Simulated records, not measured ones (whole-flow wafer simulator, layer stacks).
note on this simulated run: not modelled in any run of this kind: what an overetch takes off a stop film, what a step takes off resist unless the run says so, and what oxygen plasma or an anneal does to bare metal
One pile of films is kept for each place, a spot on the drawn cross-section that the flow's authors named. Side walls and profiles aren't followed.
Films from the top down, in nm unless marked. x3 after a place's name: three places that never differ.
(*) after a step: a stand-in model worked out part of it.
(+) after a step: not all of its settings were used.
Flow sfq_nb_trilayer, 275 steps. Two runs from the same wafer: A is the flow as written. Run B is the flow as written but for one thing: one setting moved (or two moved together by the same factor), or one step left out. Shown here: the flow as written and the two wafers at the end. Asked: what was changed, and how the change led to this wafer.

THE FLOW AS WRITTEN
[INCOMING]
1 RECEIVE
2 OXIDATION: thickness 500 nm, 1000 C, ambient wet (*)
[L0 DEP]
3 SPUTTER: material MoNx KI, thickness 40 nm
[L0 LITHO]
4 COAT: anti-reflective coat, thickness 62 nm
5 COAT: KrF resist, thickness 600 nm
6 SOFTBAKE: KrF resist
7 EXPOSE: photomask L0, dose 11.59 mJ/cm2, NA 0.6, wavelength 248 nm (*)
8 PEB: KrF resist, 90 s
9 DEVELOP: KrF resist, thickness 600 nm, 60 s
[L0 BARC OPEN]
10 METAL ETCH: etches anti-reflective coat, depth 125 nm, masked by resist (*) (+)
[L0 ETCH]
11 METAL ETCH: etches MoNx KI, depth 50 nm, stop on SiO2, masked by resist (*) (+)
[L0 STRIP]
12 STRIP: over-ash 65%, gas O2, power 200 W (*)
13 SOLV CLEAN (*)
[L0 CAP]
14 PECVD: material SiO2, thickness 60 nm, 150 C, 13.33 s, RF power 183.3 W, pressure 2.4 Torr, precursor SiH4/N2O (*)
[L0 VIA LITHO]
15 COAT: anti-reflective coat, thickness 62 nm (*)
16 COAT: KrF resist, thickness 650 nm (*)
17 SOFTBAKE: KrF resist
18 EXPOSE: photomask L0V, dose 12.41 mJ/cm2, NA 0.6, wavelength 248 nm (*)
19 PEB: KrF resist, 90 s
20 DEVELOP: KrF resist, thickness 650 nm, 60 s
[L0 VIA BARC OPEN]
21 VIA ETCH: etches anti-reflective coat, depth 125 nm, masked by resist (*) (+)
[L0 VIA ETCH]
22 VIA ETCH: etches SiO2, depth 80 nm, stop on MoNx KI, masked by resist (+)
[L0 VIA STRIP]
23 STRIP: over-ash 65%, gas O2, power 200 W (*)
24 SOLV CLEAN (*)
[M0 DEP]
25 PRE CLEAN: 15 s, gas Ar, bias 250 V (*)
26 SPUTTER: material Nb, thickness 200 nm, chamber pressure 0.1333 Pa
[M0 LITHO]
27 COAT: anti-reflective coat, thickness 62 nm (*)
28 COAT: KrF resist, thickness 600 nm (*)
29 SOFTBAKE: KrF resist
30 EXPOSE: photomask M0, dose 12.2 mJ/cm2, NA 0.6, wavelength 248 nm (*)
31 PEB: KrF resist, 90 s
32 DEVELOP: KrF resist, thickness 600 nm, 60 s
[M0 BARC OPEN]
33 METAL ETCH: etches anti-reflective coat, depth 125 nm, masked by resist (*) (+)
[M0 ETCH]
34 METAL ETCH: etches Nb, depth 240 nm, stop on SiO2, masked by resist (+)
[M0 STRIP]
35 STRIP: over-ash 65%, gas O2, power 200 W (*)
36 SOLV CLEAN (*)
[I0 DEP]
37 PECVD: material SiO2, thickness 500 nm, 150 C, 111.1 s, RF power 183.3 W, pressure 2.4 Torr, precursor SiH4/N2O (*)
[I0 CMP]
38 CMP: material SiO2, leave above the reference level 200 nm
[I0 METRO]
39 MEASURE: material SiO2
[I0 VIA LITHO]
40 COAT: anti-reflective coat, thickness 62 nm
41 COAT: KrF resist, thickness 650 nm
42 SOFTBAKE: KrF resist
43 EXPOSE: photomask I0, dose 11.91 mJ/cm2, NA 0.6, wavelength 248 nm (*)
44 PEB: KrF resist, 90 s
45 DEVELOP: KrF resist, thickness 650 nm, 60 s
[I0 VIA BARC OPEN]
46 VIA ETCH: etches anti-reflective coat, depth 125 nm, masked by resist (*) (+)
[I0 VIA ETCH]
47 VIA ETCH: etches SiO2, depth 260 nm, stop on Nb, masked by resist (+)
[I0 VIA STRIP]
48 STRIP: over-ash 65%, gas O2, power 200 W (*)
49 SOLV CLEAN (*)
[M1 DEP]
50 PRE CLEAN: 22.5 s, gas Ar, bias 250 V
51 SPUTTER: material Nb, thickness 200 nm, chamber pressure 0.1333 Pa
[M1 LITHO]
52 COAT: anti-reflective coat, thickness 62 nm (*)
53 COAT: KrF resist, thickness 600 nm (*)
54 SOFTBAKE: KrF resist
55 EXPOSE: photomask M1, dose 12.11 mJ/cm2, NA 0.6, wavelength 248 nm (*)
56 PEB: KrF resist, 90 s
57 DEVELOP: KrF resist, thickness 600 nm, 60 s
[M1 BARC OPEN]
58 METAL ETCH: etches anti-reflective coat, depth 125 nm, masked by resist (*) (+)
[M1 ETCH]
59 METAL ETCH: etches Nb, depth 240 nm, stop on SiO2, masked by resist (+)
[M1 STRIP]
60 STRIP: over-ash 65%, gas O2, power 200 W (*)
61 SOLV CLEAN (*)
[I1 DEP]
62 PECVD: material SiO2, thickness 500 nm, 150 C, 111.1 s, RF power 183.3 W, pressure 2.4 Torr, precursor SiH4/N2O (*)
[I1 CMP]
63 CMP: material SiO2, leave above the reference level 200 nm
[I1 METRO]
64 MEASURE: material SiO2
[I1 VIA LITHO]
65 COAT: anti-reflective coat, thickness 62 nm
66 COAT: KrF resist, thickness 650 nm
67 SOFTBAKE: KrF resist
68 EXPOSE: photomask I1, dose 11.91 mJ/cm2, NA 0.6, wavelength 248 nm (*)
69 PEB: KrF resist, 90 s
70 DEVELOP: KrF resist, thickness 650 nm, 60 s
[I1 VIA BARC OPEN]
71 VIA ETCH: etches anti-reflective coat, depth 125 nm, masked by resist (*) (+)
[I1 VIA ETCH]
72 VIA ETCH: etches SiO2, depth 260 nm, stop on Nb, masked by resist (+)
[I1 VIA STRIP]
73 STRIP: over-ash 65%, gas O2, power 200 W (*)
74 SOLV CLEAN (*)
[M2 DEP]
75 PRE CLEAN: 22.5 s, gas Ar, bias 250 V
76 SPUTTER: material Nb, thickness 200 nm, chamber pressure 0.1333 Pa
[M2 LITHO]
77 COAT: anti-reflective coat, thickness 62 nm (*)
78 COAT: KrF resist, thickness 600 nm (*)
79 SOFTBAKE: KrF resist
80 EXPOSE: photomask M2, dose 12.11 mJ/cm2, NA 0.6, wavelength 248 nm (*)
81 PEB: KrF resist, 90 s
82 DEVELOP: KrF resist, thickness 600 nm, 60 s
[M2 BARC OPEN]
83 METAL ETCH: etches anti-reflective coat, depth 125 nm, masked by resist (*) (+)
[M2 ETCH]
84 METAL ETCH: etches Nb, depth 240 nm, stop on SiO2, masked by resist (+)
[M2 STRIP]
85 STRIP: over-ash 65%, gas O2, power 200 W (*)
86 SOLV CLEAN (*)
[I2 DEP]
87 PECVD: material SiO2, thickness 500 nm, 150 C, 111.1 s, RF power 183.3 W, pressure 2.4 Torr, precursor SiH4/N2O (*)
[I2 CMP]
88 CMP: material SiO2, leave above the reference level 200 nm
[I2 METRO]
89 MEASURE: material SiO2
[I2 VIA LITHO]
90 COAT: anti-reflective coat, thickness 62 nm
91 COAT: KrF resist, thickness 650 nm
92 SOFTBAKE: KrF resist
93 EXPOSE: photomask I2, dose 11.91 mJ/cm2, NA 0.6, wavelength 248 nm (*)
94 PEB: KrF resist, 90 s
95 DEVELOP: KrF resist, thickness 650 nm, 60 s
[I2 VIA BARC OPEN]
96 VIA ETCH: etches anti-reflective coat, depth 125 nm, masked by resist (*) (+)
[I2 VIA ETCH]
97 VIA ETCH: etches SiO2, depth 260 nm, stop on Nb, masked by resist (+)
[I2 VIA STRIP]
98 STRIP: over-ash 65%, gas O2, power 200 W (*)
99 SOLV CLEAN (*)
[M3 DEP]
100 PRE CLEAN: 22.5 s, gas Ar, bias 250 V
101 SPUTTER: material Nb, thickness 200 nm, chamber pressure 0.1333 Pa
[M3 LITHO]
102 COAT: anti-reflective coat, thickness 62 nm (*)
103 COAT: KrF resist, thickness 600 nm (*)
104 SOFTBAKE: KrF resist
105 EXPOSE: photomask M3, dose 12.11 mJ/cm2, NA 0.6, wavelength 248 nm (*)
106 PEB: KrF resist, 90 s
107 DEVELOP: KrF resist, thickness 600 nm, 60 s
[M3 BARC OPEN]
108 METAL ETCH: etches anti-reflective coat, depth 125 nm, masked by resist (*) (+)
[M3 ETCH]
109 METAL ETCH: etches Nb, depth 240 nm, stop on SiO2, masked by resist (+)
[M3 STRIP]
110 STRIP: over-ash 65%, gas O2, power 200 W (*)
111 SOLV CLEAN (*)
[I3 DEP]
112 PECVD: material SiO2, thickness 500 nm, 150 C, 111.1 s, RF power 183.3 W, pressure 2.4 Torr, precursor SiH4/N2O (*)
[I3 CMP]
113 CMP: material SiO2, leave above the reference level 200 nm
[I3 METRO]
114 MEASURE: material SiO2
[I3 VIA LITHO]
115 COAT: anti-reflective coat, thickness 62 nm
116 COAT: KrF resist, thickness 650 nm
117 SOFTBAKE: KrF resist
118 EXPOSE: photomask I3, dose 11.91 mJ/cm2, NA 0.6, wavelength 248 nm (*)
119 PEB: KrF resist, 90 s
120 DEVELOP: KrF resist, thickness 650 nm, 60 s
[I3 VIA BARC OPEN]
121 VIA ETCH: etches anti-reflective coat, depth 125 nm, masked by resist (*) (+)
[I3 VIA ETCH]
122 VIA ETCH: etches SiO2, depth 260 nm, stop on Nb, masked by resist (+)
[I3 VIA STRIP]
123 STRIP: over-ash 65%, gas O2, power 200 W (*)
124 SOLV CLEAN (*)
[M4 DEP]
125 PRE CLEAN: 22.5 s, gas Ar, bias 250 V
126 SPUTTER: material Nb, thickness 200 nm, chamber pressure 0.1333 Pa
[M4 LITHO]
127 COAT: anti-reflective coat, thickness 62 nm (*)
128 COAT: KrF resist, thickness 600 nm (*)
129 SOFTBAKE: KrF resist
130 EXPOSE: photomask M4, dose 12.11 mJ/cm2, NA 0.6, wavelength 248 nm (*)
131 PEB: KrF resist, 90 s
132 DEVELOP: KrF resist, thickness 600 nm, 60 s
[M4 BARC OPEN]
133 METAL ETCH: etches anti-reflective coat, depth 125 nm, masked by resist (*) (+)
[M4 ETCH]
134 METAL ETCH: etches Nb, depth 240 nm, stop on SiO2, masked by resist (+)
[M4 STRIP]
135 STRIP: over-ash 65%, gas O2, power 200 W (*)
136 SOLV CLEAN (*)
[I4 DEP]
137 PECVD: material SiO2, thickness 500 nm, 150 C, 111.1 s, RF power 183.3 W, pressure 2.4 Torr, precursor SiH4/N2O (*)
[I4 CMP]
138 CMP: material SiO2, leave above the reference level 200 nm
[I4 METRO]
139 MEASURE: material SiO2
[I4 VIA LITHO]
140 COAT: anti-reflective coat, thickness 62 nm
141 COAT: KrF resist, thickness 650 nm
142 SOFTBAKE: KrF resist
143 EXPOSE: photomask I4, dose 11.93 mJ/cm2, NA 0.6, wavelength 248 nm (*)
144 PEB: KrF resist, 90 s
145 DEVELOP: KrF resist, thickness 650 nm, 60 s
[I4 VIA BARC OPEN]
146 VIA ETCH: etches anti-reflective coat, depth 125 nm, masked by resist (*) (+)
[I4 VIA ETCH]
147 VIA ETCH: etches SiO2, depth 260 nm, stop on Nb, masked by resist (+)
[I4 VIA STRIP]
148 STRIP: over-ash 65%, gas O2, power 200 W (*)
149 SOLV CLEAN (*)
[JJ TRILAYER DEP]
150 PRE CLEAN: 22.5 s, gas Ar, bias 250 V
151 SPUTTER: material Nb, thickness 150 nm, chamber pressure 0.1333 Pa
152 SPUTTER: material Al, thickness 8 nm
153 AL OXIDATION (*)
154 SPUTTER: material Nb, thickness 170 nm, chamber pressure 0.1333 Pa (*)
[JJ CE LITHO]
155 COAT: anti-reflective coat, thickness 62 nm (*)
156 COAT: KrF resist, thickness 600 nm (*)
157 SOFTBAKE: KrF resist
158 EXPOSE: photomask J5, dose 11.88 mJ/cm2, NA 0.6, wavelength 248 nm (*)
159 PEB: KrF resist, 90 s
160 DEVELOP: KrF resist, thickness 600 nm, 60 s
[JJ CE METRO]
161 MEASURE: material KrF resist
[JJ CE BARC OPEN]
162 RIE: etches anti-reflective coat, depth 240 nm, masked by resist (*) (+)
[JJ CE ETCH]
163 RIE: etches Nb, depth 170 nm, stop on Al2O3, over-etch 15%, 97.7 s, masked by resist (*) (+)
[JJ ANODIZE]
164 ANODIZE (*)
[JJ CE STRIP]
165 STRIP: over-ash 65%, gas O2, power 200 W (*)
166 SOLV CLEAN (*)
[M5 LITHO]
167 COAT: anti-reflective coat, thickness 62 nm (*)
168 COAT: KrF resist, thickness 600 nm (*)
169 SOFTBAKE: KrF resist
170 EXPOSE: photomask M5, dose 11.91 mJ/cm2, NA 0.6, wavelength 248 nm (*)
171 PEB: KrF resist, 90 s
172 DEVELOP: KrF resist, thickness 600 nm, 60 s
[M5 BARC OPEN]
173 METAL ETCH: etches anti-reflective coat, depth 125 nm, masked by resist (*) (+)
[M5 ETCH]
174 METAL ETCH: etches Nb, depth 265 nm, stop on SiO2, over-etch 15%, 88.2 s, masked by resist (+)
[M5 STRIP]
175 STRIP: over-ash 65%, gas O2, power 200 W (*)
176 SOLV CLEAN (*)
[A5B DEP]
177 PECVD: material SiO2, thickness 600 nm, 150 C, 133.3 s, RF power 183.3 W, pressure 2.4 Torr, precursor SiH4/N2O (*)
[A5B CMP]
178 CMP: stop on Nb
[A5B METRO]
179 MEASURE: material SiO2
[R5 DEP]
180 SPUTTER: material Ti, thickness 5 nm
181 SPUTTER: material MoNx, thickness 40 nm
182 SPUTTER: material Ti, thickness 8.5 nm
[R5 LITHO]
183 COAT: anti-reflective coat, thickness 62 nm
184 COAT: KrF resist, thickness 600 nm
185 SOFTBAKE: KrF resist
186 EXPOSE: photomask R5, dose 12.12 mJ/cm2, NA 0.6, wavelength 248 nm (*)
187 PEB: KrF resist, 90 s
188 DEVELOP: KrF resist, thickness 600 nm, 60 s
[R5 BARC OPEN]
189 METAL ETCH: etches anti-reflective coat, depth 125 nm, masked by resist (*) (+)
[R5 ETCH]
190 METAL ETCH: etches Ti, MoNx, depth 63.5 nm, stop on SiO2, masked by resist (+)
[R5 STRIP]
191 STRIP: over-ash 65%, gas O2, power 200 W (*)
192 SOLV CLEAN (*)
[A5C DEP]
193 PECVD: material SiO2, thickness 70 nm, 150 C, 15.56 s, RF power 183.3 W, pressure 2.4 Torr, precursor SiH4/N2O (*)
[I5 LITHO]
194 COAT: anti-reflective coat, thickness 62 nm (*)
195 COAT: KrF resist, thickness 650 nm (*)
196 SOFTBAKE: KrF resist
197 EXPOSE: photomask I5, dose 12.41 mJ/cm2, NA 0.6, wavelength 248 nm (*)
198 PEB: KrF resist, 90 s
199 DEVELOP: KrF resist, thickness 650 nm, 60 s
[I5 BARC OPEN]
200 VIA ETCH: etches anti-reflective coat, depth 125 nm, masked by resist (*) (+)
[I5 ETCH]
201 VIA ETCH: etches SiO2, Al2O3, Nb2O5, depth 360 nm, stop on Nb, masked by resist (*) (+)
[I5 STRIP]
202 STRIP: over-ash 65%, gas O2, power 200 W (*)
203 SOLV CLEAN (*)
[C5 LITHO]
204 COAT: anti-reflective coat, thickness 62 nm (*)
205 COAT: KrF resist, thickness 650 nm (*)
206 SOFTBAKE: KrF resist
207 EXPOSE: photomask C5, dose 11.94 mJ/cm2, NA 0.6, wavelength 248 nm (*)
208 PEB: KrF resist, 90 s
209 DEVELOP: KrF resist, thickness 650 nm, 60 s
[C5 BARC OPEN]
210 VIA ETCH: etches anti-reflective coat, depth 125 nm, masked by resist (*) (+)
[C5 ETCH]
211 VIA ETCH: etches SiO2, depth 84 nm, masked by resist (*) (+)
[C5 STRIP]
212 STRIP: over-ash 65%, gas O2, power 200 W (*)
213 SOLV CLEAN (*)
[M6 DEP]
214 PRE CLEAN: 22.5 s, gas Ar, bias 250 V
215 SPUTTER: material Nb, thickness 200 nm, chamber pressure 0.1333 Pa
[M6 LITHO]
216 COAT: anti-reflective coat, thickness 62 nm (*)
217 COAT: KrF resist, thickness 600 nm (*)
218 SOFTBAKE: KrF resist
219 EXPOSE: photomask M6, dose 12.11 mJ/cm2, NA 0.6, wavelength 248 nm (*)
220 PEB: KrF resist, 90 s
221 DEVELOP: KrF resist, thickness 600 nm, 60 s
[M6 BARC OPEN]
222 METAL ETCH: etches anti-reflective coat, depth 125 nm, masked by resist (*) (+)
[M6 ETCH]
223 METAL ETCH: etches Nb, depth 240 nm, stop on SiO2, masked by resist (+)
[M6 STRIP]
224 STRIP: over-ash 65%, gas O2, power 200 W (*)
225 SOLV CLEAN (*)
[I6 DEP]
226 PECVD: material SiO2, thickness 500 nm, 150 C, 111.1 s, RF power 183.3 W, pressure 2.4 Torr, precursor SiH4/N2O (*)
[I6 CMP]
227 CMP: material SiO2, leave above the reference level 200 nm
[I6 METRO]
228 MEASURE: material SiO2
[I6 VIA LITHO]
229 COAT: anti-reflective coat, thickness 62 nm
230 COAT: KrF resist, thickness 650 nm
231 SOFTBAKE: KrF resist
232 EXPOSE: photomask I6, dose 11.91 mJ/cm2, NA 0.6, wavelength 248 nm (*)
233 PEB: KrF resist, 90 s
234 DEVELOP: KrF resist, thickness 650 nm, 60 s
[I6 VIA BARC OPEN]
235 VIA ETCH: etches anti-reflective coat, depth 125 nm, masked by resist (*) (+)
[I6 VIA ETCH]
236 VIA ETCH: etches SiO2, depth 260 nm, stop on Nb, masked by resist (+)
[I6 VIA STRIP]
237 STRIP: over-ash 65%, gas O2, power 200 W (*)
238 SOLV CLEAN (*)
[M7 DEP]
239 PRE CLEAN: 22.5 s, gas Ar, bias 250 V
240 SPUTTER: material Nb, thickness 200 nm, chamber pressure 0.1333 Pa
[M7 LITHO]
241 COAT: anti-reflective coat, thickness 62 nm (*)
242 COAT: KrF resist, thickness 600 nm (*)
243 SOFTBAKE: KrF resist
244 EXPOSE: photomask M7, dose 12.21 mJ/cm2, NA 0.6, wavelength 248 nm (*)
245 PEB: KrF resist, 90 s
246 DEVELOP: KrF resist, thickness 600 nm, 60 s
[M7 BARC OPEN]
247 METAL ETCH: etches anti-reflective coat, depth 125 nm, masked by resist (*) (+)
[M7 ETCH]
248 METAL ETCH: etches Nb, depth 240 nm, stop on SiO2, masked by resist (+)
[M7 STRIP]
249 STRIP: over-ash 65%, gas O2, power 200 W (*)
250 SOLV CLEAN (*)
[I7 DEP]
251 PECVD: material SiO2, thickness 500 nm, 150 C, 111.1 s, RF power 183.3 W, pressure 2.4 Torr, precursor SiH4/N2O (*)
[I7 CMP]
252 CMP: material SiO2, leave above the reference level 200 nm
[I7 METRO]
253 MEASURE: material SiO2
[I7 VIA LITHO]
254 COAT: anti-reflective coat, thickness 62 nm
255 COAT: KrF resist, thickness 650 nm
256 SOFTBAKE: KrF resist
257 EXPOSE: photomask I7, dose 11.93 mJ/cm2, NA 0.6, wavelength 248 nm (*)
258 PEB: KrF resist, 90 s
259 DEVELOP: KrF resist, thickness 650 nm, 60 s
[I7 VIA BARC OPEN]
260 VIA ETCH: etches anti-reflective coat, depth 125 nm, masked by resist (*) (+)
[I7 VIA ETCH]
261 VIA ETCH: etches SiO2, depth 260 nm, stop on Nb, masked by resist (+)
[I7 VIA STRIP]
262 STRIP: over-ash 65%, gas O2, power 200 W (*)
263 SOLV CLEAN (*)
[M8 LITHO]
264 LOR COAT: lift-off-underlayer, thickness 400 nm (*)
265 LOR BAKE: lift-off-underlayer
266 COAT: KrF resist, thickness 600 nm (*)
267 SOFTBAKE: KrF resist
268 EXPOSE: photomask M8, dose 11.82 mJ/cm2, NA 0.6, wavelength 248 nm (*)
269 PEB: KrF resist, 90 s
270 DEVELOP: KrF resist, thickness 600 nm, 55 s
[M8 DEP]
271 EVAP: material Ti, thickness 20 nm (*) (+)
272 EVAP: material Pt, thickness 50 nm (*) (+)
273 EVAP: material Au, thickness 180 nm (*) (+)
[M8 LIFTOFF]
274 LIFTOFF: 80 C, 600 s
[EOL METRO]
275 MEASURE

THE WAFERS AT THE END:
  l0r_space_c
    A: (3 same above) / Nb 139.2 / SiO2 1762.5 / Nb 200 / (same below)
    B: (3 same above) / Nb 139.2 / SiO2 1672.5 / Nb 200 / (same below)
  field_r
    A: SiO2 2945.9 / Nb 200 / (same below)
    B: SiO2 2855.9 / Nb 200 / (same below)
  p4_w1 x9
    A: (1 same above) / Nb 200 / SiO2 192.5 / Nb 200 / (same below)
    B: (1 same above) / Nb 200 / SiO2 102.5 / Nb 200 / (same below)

The cause: step 113, CMP: leave above the reference level 110 nm was run, where the flow has leave above the reference level 200 nm.

How the change led to this, step by step:
  113 CMP: material SiO2, leave above the reference level 200 nm
      field_l, be, be_sur and 64 more: A SiO2 -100 | B SiO2 -190
      v_sur, via_wl, via_wr and 27 more: A SiO2 -300 | B SiO2 -390
      (and at 9 more places)
  122 VIA ETCH: etches SiO2, depth 260 nm, stop on Nb, masked by resist (+)
      field_l, v_sur, via_wl and 102 more: A KrF resist -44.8 | B KrF resist -28.4
      via_v: A SiO2 -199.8 (all of it) | B SiO2 -109.8 (all of it)
  123 STRIP: over-ash 65%, gas O2, power 200 W (*)
      field_l, v_sur, via_wl and 102 more: A KrF resist -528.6 (all of it), anti-reflective coat -62 (all of it) | B KrF resist -545 (all of it), anti-reflective coat -62 (all of it)
  126 SPUTTER: material Nb, thickness 200 nm, chamber pressure 0.1333 Pa
      via_v: A Nb +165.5 | B Nb +185.5
  127 COAT: anti-reflective coat, thickness 62 nm (*)
      via_sp: A anti-reflective coat +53 (new film) | B anti-reflective coat +51.3 (new film)
      via_v: A anti-reflective coat +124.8 (new film) | B anti-reflective coat +109.8 (new film)
      (and at 1 more place)
  128 COAT: KrF resist, thickness 600 nm (*)
      via_v: A KrF resist +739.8 (new film) | B KrF resist +658.9 (new film)
  135 STRIP: over-ash 65%, gas O2, power 200 W (*)
      via_sp: A KrF resist -373.9 (all of it), anti-reflective coat -53 (all of it) | B KrF resist -382.6 (all of it), anti-reflective coat -51.3 (all of it)
      via_v: A KrF resist -521.8 (all of it), anti-reflective coat -124.8 (all of it) | B KrF resist -441.2 (all of it), anti-reflective coat -109.8 (all of it)
      (and at 1 more place)
  137 PECVD: material SiO2, thickness 500 nm, 150 C, 111.1 s, RF power 183.3 W, pressure 2.4 Torr, precursor SiH4/N2O (*)
      via_v: A SiO2 +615 (new film) | B SiO2 +500 (new film)
  138 CMP: material SiO2, leave above the reference level 200 nm
      via_v: A SiO2 -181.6 | B SiO2 -176.6
